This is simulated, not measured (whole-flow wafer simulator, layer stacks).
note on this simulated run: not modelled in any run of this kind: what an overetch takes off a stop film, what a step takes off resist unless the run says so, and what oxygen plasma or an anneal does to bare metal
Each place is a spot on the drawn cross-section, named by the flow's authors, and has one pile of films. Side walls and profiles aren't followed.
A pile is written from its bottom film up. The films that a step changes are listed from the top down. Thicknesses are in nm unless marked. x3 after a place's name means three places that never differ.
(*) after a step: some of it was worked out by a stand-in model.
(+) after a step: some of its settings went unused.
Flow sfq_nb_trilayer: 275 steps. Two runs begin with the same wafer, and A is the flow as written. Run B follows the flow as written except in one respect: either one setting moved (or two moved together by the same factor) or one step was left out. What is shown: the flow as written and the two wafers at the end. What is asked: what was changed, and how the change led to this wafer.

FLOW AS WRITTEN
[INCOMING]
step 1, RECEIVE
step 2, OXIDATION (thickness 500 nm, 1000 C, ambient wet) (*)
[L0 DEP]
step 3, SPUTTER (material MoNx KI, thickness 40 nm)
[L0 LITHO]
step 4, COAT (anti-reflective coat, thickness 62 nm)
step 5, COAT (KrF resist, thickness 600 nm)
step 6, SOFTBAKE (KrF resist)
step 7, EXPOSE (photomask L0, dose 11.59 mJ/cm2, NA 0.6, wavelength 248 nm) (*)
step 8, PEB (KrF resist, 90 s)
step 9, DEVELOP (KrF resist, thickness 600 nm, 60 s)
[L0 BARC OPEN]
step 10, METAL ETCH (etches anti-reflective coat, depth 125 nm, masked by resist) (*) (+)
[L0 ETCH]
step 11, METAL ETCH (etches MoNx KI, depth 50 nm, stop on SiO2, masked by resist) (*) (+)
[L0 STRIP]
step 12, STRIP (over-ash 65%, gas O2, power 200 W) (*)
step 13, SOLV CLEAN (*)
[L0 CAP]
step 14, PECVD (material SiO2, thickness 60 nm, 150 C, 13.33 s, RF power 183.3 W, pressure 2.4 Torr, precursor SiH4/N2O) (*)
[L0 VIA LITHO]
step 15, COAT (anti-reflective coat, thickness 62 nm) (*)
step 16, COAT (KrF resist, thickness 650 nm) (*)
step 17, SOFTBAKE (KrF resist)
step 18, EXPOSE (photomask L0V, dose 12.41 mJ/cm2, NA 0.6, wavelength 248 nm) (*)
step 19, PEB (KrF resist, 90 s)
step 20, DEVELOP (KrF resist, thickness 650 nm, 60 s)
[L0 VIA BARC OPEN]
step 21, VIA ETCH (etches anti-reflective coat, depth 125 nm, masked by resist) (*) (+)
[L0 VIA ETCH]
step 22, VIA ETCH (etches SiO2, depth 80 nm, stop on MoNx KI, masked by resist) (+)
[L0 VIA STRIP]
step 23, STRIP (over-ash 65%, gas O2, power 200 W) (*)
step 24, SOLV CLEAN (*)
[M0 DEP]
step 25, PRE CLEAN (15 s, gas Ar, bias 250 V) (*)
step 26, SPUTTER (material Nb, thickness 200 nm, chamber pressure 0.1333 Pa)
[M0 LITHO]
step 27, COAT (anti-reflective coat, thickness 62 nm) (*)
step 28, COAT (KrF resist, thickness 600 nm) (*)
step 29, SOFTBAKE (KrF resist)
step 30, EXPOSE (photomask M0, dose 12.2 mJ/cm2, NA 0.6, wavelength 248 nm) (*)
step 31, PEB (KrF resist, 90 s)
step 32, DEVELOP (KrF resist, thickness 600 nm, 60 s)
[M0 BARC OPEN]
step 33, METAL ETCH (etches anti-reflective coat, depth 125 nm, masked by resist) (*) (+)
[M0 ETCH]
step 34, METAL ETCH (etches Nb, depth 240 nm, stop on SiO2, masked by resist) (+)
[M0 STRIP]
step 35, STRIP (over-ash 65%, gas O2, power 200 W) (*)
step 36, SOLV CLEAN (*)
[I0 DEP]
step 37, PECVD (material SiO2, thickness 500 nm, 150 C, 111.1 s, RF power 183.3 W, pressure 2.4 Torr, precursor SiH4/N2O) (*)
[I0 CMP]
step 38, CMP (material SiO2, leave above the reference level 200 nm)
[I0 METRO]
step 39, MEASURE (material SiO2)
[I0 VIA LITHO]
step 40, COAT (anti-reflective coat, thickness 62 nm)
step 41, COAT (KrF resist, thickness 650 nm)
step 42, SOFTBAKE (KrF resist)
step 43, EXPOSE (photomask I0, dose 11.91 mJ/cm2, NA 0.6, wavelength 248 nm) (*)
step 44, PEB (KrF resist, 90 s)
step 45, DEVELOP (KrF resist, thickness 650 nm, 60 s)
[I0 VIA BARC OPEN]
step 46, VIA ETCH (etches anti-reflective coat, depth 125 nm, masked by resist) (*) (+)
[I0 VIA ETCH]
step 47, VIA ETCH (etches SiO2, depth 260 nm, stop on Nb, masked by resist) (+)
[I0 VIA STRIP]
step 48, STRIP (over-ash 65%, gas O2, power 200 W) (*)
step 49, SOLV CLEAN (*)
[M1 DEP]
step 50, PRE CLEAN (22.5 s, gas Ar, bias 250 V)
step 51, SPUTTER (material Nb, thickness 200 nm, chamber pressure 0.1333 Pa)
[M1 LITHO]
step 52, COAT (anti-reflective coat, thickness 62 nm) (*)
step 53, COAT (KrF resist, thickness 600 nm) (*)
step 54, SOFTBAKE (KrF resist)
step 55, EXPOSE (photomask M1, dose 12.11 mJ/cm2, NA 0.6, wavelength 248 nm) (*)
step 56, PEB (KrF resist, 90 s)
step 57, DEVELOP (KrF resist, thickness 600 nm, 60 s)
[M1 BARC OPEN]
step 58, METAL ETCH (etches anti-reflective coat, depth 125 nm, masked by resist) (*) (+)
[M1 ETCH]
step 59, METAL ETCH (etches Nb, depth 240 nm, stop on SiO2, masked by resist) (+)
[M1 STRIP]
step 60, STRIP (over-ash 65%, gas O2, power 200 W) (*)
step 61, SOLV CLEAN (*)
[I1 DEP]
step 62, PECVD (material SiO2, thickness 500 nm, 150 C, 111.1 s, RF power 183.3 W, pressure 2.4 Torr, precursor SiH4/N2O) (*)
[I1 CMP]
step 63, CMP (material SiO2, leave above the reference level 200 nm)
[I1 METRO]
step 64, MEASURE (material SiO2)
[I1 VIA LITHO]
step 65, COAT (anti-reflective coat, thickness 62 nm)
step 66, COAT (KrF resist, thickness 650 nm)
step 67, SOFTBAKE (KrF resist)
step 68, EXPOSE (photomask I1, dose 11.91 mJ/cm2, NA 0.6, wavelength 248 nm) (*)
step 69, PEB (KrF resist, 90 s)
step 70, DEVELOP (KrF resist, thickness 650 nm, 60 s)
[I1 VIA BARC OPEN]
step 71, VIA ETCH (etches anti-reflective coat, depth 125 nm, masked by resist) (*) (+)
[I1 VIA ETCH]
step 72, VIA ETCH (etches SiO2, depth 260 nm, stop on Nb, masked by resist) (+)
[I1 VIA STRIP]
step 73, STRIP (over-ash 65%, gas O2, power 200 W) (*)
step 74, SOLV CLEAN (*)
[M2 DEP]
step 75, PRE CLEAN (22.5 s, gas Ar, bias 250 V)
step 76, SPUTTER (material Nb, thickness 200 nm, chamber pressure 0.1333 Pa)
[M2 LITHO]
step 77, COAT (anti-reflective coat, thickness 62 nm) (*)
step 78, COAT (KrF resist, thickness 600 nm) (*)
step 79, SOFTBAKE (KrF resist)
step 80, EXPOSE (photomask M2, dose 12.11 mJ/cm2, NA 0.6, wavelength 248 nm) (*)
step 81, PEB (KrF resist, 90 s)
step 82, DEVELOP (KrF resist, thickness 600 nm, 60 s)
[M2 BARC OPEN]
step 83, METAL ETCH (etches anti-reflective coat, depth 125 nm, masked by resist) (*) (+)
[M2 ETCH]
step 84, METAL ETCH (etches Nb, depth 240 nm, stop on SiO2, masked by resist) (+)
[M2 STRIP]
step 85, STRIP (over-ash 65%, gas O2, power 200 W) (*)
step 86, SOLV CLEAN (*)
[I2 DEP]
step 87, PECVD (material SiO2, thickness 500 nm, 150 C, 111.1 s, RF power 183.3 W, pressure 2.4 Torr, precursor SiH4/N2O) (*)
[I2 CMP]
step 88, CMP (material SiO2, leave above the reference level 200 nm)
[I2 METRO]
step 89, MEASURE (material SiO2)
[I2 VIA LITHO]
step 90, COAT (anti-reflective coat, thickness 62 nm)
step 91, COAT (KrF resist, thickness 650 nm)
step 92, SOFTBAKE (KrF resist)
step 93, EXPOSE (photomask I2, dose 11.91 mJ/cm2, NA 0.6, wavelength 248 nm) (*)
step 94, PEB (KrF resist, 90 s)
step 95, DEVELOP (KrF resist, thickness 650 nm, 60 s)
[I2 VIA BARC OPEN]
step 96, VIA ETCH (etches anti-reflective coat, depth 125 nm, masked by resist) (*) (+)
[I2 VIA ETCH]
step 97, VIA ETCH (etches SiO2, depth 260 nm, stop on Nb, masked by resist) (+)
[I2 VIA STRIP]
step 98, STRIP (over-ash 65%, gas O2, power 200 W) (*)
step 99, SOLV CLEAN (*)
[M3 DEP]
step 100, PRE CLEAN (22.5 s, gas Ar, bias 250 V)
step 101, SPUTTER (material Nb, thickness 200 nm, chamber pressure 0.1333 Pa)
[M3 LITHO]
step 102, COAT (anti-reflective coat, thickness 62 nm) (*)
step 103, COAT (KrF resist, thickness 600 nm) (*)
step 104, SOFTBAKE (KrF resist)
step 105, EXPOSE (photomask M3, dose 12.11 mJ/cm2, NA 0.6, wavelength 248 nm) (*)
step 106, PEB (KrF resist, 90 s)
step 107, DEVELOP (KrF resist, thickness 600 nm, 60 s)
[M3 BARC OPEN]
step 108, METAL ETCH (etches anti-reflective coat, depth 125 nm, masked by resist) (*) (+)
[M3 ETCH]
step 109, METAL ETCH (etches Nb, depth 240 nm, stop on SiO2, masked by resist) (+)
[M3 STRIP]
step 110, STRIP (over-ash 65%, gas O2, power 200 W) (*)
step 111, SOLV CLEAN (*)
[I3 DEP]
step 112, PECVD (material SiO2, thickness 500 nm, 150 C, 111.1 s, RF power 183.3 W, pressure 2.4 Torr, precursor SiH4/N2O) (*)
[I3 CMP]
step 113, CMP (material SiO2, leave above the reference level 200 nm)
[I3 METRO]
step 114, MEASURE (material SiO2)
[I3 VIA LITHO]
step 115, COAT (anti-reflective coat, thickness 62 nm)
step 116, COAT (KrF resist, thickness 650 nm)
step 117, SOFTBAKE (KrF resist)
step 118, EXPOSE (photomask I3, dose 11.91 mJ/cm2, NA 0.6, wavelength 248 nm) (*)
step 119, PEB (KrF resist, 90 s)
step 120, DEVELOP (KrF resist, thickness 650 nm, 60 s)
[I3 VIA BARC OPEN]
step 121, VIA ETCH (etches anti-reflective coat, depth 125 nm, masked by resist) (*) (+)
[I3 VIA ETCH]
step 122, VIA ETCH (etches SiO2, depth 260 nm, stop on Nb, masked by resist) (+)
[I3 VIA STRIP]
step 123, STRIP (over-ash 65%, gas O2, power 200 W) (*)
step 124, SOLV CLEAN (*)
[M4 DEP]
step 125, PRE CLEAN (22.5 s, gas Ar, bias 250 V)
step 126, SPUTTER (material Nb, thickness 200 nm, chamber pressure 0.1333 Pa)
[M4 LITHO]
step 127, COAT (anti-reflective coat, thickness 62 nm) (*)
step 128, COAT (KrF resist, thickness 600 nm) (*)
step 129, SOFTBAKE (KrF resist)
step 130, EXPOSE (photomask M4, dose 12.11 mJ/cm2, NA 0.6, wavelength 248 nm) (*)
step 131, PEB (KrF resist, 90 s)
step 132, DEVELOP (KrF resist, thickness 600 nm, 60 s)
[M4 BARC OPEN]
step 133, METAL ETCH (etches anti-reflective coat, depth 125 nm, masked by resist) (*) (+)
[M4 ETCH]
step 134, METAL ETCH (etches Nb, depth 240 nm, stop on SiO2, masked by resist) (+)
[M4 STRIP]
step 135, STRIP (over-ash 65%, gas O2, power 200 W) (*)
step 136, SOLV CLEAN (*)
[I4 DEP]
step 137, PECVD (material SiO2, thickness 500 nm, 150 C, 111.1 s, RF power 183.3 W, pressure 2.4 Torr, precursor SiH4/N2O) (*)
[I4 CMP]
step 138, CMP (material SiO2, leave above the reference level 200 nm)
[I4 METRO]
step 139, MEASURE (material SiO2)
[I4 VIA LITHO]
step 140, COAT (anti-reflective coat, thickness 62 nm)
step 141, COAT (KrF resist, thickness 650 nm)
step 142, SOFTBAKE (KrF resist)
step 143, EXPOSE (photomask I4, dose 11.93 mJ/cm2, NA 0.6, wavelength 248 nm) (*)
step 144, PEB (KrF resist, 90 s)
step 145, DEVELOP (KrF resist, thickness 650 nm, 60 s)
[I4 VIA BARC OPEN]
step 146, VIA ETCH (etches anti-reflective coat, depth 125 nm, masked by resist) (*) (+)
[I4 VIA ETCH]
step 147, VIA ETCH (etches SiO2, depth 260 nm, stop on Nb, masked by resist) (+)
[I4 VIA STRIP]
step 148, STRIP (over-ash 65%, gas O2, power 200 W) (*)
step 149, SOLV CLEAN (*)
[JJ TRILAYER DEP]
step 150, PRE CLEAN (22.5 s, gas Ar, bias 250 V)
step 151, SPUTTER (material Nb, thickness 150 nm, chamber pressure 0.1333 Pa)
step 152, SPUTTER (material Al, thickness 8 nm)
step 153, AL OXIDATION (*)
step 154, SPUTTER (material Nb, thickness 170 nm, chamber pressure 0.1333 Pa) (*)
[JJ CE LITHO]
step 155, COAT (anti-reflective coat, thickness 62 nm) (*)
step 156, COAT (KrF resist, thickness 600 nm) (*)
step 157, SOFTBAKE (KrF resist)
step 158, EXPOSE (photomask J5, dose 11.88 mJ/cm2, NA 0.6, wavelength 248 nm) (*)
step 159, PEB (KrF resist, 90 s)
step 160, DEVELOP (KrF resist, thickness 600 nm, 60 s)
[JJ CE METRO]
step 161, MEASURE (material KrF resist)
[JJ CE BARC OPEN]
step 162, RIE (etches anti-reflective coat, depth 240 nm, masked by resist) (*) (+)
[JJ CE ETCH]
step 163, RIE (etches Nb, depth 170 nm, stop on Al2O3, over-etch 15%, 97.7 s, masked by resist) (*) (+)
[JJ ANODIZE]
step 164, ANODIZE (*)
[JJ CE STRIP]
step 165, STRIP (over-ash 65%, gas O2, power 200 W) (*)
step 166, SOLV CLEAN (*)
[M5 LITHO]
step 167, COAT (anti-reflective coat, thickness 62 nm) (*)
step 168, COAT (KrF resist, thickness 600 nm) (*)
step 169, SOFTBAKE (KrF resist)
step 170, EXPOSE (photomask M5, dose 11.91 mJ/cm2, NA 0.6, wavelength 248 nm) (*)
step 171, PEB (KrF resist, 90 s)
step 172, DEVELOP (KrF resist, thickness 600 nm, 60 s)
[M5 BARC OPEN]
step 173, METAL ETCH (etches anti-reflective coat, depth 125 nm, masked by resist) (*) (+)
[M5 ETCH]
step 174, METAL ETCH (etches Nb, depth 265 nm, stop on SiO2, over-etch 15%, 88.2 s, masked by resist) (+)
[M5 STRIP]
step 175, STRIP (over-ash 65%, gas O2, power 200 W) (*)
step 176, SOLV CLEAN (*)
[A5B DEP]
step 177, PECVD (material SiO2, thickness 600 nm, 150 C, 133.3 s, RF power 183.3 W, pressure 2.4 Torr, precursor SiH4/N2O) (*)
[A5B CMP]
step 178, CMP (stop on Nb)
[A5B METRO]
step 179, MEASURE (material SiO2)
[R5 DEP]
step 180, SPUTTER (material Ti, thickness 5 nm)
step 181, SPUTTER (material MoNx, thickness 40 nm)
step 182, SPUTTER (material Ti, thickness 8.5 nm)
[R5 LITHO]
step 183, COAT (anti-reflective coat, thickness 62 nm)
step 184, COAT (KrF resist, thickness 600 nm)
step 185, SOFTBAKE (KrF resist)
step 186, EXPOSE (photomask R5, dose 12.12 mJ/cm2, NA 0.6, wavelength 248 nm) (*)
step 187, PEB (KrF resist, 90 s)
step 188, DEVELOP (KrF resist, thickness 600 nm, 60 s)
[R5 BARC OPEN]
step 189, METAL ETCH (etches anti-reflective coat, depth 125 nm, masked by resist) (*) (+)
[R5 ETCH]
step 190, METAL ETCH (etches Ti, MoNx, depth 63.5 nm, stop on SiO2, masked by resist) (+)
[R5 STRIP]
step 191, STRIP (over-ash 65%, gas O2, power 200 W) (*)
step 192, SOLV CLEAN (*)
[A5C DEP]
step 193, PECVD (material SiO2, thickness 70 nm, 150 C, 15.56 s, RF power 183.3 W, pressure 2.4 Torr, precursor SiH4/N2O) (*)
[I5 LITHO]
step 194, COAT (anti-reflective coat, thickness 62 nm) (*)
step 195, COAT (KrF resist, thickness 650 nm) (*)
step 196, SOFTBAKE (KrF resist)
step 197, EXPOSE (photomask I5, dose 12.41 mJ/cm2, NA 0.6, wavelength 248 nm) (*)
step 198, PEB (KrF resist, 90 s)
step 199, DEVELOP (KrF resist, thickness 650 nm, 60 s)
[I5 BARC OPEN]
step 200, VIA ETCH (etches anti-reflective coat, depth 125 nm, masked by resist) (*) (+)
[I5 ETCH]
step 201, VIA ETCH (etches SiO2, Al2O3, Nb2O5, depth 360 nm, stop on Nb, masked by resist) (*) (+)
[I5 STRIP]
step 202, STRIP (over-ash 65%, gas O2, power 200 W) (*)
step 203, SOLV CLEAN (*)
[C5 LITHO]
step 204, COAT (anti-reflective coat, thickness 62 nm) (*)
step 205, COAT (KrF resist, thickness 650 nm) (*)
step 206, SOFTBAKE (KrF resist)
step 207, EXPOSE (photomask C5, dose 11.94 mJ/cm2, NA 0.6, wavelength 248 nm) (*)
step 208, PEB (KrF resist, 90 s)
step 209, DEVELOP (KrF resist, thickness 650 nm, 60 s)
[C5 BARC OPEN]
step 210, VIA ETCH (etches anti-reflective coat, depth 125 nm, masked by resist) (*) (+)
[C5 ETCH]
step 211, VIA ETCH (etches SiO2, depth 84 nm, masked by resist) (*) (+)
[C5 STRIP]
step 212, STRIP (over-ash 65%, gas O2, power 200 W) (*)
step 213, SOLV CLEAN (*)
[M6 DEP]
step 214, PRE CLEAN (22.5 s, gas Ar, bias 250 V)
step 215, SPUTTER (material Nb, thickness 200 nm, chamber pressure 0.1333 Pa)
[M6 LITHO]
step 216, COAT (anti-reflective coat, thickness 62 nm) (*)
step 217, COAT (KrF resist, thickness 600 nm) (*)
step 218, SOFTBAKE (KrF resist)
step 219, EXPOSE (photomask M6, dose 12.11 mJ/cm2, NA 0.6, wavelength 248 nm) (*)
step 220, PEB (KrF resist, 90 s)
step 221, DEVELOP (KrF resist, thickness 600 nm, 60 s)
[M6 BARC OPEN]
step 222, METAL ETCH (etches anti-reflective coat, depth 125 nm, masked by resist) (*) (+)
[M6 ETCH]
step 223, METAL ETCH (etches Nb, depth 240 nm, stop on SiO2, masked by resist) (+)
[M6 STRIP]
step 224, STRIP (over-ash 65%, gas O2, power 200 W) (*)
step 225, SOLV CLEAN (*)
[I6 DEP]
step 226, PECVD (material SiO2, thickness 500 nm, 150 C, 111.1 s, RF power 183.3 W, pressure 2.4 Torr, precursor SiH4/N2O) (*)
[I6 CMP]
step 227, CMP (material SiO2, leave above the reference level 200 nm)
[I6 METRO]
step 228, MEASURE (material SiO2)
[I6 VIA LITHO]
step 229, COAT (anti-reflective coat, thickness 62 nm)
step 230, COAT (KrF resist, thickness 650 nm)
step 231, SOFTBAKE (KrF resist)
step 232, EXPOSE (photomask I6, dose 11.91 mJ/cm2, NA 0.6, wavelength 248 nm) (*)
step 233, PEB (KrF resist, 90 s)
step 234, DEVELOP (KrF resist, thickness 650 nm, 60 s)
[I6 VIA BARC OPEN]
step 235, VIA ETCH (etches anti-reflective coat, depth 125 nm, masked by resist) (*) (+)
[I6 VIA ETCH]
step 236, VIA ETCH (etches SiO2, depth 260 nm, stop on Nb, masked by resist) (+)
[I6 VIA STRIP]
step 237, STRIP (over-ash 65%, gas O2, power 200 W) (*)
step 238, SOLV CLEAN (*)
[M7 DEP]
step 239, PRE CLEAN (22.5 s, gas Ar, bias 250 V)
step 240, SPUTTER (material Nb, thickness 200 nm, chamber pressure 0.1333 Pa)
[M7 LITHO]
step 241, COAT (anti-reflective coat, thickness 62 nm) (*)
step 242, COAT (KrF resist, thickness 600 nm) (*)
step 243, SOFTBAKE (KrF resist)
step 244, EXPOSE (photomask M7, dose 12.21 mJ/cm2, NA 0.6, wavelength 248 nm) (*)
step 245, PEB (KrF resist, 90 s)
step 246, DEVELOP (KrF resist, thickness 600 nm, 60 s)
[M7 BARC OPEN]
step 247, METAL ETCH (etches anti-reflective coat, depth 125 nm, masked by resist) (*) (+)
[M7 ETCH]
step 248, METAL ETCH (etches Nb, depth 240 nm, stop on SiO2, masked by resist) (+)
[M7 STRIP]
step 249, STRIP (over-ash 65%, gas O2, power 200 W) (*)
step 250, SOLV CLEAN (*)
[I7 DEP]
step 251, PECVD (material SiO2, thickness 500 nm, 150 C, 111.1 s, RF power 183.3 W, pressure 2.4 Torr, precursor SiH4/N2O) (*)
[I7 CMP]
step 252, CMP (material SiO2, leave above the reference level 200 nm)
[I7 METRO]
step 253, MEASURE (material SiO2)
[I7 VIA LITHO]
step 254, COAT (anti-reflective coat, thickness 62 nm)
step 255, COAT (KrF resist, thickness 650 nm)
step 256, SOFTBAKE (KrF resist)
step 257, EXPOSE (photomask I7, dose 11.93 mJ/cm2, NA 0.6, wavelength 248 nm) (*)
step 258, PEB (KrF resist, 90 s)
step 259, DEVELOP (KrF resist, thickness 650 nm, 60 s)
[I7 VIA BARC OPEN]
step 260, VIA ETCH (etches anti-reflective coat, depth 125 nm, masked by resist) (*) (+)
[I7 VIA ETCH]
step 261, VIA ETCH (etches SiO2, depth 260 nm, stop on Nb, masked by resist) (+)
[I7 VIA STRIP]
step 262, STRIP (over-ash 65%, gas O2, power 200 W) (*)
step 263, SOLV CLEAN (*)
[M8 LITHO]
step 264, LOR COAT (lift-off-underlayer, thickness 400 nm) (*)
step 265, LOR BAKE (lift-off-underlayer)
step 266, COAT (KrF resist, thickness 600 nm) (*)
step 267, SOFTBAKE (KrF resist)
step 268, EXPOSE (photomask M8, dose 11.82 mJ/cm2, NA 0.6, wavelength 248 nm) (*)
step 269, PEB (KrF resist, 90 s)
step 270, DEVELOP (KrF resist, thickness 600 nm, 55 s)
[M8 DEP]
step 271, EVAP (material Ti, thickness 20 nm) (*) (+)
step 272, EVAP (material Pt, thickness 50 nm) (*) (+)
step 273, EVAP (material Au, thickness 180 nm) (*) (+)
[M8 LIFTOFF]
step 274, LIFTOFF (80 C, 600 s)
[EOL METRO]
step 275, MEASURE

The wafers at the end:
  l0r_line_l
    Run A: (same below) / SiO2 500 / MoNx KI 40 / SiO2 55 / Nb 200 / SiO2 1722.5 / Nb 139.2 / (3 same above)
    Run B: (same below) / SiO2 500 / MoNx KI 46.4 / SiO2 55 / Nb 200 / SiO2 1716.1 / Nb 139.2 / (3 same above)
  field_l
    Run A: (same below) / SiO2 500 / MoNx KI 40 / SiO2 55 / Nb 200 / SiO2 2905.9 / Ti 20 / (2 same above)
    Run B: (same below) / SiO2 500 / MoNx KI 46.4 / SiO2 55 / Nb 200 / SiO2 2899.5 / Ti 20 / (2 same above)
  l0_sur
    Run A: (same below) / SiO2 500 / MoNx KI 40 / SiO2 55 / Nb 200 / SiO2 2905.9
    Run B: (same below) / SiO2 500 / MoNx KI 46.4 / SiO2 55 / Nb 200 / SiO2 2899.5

The reason: step 3, SPUTTER: thickness 46.4 nm was run, while the flow as written has thickness 40 nm.
The wafer itself shows it: l0r_line_l has MoNx KI 46.4, and step 3 as written asks for 40 nm.

Step by step, how the change led to this:
  step 3, SPUTTER (material MoNx KI, thickness 40 nm)
      field_l, v_sur, via_wl and 103 more: A MoNx KI gains 40 (new film) | B MoNx KI gains 46.4 (new film)
  step 11, METAL ETCH (etches MoNx KI, depth 50 nm, stop on SiO2, masked by resist) (*) (+)
      v_sur, via_wl, via_w and 97 more: A MoNx KI loses 40 (all of it) | B MoNx KI loses 46.4 (all of it)
  step 15, COAT (anti-reflective coat, thickness 62 nm) (*)
      v_sur: A anti-reflective coat gains 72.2 (new film) | B anti-reflective coat gains 73.7 (new film)
      l0r_space_c: A anti-reflective coat gains 77.2 (new film) | B anti-reflective coat gains 79.5 (new film)
  step 23, STRIP (over-ash 65%, gas O2, power 200 W) (*)
      v_sur: A KrF resist loses 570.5 (all of it), anti-reflective coat loses 72.2 (all of it) | B KrF resist loses 572.3 (all of it), anti-reflective coat loses 73.7 (all of it)
      l0r_space_c: A KrF resist loses 576.8 (all of it), anti-reflective coat loses 77.2 (all of it) | B KrF resist loses 579.7 (all of it), anti-reflective coat loses 79.5 (all of it)
  step 27, COAT (anti-reflective coat, thickness 62 nm) (*)
      v_sur: A anti-reflective coat gains 72.3 (new film) | B anti-reflective coat gains 74.2 (new film)
      l0r_space_c: A anti-reflective coat gains 78 (new film) | B anti-reflective coat gains 80.6 (new film)
  step 35, STRIP (over-ash 65%, gas O2, power 200 W) (*)
      v_sur: A KrF resist loses 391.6 (all of it), anti-reflective coat loses 72.3 (all of it) | B KrF resist loses 393 (all of it), anti-reflective coat loses 74.2 (all of it)
      l0r_space_c: A KrF resist loses 397.6 (all of it), anti-reflective coat loses 78 (all of it) | B KrF resist loses 400 (all of it), anti-reflective coat loses 80.6 (all of it)
  step 38, CMP (material SiO2, leave above the reference level 200 nm)
      l0v: A SiO2 loses 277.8 | B SiO2 loses 284.2
